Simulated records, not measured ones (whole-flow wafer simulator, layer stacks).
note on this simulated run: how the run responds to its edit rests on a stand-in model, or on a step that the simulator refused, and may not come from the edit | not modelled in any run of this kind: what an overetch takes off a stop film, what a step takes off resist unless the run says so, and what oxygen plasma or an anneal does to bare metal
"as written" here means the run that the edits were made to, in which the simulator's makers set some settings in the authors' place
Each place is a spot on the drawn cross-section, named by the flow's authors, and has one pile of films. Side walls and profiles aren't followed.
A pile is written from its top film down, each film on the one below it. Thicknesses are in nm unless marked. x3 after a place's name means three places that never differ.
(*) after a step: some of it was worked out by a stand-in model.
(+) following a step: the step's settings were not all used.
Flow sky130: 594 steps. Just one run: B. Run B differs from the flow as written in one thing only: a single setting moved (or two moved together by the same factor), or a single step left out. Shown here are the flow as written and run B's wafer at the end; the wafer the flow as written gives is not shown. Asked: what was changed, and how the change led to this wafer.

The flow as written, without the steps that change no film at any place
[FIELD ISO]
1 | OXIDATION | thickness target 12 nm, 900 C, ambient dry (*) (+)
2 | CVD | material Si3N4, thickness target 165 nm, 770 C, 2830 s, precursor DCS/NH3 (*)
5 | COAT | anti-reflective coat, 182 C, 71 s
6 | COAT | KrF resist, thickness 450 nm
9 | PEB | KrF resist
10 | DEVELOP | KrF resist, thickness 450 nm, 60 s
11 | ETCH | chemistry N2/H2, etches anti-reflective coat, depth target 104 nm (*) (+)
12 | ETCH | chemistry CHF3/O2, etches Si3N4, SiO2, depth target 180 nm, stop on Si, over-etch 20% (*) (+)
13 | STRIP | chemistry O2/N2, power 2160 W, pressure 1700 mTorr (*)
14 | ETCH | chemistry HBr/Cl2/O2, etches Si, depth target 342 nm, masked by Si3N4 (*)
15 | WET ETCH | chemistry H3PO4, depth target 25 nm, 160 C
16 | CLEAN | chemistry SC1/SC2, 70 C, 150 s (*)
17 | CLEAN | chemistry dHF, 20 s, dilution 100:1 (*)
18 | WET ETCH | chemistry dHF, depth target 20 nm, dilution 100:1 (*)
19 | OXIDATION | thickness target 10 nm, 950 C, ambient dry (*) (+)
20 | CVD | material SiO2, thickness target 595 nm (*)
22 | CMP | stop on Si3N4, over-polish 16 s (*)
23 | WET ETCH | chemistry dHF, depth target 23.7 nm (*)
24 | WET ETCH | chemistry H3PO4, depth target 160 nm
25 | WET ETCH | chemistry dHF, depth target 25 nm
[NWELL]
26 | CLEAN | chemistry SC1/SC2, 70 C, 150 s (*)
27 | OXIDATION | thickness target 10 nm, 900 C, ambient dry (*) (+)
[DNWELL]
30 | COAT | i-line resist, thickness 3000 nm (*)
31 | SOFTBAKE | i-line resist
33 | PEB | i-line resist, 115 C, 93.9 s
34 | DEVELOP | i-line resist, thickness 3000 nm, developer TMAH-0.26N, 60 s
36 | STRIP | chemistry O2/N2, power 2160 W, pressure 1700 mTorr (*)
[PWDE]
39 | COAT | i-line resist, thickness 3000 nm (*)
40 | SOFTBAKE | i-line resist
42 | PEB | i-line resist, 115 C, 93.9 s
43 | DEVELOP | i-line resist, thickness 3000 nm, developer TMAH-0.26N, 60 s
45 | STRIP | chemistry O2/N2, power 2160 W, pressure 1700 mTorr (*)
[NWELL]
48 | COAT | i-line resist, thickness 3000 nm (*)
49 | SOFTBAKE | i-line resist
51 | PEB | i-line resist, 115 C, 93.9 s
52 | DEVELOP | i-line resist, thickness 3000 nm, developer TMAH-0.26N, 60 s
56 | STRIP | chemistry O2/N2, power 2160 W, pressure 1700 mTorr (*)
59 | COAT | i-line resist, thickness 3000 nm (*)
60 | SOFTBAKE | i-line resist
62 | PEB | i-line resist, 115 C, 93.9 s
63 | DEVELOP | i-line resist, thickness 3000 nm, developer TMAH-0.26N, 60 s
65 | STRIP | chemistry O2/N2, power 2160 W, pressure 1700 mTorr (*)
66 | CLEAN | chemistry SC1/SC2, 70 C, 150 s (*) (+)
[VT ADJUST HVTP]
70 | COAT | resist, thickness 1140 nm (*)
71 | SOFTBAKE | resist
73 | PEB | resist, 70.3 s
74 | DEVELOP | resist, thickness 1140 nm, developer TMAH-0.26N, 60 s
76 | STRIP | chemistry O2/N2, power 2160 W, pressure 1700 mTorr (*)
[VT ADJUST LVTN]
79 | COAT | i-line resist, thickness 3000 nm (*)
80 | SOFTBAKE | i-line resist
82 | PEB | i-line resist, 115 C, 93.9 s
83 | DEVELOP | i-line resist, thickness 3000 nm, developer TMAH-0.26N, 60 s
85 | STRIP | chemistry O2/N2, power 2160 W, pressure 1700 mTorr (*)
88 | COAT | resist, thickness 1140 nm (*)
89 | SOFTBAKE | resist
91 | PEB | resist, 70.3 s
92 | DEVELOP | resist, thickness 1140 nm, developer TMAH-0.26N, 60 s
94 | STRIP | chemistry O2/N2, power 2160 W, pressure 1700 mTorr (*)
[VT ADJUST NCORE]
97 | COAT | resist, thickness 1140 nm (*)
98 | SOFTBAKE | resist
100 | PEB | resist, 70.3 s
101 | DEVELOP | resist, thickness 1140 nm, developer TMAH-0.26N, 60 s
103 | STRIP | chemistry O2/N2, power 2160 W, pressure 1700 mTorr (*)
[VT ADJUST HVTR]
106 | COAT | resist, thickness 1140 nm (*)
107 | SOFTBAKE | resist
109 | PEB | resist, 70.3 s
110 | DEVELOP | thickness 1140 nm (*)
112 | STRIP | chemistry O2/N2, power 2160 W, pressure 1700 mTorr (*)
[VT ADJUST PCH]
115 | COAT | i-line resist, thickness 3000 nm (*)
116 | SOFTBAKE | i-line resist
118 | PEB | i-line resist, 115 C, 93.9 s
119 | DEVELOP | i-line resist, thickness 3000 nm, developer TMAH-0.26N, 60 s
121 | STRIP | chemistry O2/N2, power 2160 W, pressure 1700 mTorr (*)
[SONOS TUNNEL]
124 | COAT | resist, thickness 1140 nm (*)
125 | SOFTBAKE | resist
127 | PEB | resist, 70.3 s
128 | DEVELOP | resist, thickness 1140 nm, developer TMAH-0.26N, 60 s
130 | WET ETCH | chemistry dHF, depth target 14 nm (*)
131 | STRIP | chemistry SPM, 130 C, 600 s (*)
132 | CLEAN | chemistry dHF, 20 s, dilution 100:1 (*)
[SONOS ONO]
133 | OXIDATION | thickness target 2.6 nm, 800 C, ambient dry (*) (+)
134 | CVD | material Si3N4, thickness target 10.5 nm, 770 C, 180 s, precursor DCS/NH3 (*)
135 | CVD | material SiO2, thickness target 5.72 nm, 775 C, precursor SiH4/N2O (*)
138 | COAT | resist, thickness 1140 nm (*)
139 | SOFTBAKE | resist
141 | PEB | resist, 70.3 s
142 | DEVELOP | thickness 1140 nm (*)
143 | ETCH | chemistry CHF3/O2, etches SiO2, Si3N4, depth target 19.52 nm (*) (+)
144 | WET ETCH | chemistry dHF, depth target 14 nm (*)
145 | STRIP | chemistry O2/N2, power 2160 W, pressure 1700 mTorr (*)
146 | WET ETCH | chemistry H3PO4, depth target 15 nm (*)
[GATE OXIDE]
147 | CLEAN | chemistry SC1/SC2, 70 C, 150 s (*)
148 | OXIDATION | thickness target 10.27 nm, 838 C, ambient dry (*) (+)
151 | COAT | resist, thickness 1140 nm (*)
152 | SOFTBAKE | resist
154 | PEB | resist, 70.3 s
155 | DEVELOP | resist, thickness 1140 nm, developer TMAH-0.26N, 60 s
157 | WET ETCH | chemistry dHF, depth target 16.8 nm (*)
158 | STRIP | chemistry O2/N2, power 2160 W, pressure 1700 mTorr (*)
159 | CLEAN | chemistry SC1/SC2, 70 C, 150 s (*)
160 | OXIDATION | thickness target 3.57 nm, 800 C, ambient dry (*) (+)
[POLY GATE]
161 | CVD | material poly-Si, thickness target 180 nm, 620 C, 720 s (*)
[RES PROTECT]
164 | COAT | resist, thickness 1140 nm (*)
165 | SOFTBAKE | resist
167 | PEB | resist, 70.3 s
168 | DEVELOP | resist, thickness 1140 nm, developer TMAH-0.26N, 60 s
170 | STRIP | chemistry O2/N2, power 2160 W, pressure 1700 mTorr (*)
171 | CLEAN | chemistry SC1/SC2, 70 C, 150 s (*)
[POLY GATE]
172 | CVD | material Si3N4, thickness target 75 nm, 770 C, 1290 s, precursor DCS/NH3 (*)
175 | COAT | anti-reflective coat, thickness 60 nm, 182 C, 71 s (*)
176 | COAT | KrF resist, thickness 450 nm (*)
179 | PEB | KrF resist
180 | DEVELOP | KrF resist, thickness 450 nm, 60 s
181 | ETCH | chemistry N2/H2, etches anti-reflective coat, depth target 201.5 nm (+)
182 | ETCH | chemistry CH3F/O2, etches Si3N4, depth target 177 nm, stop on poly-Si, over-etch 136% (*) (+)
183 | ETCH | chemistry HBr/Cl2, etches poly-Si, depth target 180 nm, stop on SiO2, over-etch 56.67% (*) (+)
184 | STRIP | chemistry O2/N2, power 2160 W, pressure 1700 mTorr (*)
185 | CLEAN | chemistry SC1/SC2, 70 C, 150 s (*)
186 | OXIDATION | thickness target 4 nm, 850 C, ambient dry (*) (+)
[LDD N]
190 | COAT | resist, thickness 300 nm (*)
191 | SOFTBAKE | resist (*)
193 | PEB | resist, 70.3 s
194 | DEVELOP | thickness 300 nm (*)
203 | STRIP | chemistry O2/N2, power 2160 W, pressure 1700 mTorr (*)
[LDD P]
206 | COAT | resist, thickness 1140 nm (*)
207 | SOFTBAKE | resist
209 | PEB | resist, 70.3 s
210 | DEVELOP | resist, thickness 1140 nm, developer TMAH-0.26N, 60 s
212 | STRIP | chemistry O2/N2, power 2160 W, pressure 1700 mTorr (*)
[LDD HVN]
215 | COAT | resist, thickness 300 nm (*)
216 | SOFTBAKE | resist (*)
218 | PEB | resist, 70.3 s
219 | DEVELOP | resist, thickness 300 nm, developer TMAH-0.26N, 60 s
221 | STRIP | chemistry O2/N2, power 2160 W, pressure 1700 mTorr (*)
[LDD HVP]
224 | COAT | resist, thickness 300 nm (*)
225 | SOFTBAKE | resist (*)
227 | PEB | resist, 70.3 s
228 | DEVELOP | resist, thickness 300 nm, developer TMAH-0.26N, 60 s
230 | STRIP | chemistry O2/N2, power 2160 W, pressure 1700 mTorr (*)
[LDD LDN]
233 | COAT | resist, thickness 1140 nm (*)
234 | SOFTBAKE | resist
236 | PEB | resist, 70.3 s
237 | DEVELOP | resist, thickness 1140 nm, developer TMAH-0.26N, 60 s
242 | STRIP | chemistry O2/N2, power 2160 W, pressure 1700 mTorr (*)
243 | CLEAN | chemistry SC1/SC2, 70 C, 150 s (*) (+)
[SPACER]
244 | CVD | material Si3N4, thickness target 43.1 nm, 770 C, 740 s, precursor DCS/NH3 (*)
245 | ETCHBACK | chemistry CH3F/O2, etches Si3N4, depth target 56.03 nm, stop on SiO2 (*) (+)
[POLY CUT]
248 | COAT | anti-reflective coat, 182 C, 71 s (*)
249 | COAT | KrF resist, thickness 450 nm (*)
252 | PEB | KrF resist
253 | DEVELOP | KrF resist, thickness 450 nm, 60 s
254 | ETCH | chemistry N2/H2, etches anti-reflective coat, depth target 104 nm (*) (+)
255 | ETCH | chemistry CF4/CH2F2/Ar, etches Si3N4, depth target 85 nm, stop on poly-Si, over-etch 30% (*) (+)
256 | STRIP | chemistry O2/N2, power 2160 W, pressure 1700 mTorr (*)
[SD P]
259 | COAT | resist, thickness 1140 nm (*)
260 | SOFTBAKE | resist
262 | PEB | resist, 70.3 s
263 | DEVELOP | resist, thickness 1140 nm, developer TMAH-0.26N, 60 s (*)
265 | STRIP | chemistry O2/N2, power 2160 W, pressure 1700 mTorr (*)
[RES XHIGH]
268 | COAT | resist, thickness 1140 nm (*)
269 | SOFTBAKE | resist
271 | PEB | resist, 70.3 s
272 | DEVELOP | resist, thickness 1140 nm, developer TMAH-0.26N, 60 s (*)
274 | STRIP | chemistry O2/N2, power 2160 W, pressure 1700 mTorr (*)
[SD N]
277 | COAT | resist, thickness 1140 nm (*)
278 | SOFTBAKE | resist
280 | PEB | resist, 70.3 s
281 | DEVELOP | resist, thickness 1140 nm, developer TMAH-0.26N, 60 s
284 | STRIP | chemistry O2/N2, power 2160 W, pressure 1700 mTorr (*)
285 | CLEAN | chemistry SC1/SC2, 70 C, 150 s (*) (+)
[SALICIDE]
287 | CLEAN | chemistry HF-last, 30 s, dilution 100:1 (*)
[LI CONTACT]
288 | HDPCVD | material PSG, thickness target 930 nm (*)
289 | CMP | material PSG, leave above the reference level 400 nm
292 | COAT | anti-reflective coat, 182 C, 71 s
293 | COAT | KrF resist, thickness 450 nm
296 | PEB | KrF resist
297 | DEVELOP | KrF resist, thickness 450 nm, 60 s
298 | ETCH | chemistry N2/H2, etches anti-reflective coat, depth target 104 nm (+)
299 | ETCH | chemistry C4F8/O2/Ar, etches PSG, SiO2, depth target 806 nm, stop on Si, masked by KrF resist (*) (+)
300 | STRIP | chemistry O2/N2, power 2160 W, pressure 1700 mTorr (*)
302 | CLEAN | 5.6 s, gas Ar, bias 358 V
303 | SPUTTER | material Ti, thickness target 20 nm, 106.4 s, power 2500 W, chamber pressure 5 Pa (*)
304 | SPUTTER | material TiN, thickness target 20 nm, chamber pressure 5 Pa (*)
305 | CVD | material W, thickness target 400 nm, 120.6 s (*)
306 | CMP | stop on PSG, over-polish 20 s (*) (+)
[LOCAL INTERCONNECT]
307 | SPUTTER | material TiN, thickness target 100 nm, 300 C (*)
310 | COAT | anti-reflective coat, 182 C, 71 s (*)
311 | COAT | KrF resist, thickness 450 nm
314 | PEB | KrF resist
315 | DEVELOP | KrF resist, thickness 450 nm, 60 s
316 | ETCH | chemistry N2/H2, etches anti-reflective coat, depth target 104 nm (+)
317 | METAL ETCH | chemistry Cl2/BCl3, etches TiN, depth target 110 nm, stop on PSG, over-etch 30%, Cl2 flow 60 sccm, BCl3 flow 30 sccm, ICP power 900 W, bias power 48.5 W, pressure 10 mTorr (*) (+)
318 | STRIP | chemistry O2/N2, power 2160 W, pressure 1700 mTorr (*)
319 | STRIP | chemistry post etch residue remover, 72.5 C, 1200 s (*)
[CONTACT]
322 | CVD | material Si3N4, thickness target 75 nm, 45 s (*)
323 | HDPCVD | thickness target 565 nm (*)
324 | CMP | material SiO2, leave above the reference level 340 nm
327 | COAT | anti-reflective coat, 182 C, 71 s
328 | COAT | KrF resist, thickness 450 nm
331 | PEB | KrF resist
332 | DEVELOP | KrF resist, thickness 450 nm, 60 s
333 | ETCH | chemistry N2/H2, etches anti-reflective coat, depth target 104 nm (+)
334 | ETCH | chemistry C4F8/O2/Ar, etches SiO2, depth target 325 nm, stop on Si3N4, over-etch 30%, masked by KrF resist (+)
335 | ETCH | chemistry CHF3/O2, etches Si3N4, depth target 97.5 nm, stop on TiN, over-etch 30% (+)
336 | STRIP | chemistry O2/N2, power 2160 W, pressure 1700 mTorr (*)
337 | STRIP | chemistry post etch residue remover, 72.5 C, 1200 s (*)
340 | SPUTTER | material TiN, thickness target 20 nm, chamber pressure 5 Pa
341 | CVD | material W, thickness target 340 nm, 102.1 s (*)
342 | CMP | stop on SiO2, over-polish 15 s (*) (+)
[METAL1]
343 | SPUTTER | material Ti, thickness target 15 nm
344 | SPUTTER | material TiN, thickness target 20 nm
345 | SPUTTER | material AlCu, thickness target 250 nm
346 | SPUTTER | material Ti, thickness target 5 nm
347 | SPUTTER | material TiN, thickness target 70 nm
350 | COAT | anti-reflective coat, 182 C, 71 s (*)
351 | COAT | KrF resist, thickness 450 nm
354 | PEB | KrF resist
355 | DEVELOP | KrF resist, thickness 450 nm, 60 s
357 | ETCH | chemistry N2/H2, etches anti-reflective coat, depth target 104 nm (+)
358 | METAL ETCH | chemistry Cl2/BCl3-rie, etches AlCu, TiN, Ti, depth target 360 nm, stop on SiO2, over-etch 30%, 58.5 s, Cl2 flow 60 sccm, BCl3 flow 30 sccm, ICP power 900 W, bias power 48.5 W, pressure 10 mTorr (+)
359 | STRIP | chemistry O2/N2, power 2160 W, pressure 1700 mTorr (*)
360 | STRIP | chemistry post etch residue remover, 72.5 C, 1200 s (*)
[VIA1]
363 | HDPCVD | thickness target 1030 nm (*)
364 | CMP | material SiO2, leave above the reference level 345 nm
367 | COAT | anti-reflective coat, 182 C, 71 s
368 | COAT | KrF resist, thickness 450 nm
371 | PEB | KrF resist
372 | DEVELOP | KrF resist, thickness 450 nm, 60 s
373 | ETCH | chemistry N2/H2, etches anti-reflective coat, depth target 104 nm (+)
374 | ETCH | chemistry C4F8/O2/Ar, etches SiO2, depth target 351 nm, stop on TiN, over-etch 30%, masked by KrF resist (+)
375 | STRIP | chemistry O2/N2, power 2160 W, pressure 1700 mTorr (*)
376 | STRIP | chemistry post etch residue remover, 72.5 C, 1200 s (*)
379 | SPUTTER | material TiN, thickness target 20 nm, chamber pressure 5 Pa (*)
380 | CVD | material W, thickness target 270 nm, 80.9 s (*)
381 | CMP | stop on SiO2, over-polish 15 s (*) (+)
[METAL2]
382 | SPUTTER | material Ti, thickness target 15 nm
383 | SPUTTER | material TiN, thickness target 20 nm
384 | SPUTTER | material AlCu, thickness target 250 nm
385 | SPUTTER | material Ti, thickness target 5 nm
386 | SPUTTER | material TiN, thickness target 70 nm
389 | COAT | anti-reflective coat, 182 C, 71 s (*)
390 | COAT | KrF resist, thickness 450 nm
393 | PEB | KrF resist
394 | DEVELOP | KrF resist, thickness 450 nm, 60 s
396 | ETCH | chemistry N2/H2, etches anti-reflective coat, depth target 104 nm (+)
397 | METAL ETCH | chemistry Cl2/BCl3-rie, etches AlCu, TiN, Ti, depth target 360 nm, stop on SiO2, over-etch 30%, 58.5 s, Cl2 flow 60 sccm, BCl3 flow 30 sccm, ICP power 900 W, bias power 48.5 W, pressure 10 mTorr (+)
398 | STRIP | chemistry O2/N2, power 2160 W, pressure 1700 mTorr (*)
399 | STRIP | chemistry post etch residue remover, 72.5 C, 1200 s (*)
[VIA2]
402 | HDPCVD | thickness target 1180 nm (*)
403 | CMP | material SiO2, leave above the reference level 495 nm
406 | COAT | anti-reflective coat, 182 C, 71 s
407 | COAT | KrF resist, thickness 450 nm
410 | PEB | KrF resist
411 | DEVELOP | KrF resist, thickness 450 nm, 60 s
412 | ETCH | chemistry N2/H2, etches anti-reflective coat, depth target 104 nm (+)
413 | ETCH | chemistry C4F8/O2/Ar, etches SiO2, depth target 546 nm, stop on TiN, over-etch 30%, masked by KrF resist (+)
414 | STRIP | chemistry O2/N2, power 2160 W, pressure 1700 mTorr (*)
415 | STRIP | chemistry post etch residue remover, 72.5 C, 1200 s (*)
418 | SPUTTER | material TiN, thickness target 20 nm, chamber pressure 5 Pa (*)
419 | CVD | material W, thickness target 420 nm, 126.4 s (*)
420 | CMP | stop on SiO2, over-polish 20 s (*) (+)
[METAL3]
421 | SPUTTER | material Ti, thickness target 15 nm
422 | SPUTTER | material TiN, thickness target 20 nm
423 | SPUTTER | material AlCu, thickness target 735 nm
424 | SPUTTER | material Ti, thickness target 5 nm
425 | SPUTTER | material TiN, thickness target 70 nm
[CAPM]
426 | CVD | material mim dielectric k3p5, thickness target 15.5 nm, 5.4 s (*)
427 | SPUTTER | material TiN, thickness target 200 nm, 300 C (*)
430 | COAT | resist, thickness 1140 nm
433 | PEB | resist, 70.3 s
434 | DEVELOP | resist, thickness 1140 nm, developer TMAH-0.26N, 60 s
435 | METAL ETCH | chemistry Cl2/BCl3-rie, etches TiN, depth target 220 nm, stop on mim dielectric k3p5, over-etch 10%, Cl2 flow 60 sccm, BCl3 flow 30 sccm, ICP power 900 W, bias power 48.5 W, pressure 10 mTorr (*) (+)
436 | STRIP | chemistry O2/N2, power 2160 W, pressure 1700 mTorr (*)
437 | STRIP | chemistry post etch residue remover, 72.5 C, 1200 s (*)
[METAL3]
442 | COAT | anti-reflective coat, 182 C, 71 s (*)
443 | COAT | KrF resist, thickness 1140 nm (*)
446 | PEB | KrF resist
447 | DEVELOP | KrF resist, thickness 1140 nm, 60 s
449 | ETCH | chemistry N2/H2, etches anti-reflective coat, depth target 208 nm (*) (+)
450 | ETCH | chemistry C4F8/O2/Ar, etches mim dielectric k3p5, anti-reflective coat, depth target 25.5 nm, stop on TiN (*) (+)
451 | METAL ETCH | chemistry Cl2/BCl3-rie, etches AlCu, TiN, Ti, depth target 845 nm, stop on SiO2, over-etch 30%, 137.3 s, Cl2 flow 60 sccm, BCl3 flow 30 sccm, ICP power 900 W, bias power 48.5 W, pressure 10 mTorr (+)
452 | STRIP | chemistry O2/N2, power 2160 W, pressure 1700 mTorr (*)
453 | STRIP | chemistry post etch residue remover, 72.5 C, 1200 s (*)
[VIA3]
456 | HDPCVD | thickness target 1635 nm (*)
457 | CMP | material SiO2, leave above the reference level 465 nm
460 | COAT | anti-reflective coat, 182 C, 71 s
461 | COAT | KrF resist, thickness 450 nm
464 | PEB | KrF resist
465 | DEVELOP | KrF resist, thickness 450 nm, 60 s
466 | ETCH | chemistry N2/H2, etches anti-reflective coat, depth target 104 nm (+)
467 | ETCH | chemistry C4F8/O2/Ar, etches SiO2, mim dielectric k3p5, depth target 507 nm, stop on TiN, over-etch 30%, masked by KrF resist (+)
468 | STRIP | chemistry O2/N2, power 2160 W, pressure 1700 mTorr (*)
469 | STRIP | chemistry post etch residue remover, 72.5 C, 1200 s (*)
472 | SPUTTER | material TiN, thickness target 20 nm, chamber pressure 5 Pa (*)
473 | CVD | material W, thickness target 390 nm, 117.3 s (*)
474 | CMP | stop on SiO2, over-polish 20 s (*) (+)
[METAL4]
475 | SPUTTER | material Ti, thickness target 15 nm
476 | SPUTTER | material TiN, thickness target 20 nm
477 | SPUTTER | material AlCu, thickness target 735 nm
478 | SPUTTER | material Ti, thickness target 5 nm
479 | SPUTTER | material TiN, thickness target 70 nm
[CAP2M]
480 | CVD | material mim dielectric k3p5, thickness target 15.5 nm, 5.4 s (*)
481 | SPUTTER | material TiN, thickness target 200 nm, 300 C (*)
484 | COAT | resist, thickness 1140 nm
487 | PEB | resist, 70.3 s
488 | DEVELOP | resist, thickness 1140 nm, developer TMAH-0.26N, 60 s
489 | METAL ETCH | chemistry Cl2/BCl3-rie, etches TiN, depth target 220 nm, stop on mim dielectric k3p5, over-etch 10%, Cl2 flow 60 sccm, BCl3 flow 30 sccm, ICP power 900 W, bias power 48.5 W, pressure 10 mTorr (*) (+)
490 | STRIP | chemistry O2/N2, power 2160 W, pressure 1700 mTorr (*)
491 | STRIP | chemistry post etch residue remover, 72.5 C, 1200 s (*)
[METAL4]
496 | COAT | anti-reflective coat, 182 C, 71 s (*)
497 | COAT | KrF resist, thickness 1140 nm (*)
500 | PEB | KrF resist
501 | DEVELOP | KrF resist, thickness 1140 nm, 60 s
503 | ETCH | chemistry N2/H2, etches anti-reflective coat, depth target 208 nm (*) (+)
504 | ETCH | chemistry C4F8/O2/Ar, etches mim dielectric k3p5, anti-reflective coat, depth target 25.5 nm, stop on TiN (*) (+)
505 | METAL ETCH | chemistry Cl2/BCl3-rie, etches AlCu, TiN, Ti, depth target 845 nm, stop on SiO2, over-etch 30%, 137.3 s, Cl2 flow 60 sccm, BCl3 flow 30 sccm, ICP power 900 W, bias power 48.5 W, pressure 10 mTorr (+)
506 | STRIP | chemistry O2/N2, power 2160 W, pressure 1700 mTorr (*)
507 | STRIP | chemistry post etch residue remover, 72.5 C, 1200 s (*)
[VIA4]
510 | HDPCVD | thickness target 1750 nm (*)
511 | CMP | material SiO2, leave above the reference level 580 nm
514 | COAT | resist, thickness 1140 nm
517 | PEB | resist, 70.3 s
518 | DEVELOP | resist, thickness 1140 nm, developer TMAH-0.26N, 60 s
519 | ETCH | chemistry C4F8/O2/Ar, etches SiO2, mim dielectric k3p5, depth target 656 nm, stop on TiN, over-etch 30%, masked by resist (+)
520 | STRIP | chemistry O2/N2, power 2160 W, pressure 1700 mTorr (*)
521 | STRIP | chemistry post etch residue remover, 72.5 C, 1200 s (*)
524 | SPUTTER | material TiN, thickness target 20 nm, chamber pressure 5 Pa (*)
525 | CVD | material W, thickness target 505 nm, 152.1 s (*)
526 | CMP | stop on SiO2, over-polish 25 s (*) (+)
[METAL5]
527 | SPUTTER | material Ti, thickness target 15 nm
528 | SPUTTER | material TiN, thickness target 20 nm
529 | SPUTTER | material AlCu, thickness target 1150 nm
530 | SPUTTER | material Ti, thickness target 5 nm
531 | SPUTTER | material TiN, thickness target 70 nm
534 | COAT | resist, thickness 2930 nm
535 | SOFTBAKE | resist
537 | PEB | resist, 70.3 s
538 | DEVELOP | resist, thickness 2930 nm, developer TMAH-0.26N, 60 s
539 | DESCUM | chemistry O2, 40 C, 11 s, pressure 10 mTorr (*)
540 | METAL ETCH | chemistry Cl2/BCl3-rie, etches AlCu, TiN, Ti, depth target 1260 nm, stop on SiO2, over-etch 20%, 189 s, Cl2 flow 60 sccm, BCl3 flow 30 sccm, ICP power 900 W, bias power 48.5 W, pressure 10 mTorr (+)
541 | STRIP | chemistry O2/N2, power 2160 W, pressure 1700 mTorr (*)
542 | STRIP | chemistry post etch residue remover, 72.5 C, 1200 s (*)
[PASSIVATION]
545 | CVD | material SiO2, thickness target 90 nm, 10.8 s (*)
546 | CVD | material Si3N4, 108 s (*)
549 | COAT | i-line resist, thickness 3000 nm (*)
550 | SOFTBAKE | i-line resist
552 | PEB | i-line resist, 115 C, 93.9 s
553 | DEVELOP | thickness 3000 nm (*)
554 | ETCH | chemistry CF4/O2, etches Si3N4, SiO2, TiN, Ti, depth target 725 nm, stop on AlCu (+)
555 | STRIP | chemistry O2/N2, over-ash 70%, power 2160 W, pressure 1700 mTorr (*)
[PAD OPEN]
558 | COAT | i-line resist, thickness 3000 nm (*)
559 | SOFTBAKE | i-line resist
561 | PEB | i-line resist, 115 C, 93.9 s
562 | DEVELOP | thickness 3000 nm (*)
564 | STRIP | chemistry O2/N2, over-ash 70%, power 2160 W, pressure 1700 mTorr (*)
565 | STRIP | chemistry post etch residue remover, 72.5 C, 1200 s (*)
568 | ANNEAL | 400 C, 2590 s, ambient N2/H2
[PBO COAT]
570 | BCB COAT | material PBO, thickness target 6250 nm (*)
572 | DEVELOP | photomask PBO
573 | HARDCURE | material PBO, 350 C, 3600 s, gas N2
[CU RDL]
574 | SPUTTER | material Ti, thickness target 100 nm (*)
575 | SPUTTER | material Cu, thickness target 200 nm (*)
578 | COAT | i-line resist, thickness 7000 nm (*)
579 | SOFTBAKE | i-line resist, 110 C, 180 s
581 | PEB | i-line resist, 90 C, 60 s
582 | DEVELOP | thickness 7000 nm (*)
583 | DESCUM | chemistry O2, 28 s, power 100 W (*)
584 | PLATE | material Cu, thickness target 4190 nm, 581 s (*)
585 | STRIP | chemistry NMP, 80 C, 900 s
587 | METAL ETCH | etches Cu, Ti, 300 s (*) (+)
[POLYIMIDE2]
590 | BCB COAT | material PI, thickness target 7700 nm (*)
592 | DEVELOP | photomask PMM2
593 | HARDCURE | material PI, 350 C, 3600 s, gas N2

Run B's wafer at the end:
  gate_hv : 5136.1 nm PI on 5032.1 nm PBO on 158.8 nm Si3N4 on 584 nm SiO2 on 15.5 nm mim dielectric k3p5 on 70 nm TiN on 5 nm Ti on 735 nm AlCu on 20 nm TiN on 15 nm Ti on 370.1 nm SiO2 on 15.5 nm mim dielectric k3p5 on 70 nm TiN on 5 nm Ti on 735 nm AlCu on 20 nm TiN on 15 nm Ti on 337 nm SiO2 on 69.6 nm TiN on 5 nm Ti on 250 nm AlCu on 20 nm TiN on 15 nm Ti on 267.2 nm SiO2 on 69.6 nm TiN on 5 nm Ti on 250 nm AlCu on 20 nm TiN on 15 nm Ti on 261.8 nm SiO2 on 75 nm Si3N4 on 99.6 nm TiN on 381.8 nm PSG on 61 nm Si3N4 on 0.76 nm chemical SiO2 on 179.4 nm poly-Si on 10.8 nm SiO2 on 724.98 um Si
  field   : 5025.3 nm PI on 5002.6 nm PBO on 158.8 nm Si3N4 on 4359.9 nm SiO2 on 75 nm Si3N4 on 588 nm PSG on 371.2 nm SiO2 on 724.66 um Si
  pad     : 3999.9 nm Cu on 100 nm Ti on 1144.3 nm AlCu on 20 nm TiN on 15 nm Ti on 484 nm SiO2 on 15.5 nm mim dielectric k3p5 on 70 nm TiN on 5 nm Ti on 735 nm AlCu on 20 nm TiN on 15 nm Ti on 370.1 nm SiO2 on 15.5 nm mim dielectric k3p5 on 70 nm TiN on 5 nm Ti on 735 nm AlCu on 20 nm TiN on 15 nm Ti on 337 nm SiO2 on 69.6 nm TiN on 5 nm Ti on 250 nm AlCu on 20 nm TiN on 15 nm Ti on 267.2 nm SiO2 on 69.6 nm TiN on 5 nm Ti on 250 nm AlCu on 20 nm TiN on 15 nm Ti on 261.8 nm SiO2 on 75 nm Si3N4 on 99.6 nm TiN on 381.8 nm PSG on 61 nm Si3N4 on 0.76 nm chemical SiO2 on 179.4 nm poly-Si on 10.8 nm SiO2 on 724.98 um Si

What caused this: step 403, CMP: leave above the reference level 416 nm was run, though the flow has leave above the reference level 495 nm.

Step by step, how the change led to this:
  403 | CMP | material SiO2, leave above the reference level 495 nm
      n_well, p_well, gate_hv and 101 more: -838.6 SiO2 (in the flow as written it would be: -759.6 SiO2)
      field, active, gate and 82 more: -468.1 SiO2 (in the flow as written it would be: -389.1 SiO2)
      (and at 2 other places as well)
  413 | ETCH | chemistry C4F8/O2/Ar, etches SiO2, depth target 546 nm, stop on TiN, over-etch 30%, masked by KrF resist (+)
      field, active, n_well and 186 more: -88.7 KrF resist (in the flow as written it would be: -109.2 KrF resist)
      m1: -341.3 SiO2 (all of it) (in the flow as written it would be: -420.3 SiO2 (all of it))
      (and at 1 other place as well)
  414 | STRIP | chemistry O2/N2, power 2160 W, pressure 1700 mTorr (*)
      field, active, n_well and 186 more: -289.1 KrF resist (all of it), -80 anti-reflective coat (all of it) (in the flow as written it would be: -268.6 KrF resist (all of it), -80 anti-reflective coat (all of it))
  418 | SPUTTER | material TiN, thickness target 20 nm, chamber pressure 5 Pa (*)
      m1, via2_hole: +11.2 TiN (in the flow as written it would be: +10.2 TiN)
  419 | CVD | material W, thickness target 420 nm, 126.4 s (*)
      m1: +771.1 W (new film) (in the flow as written it would be: +851.1 W (new film))
      via2_hole: +770.6 W (new film) (in the flow as written it would be: +850.7 W (new film))
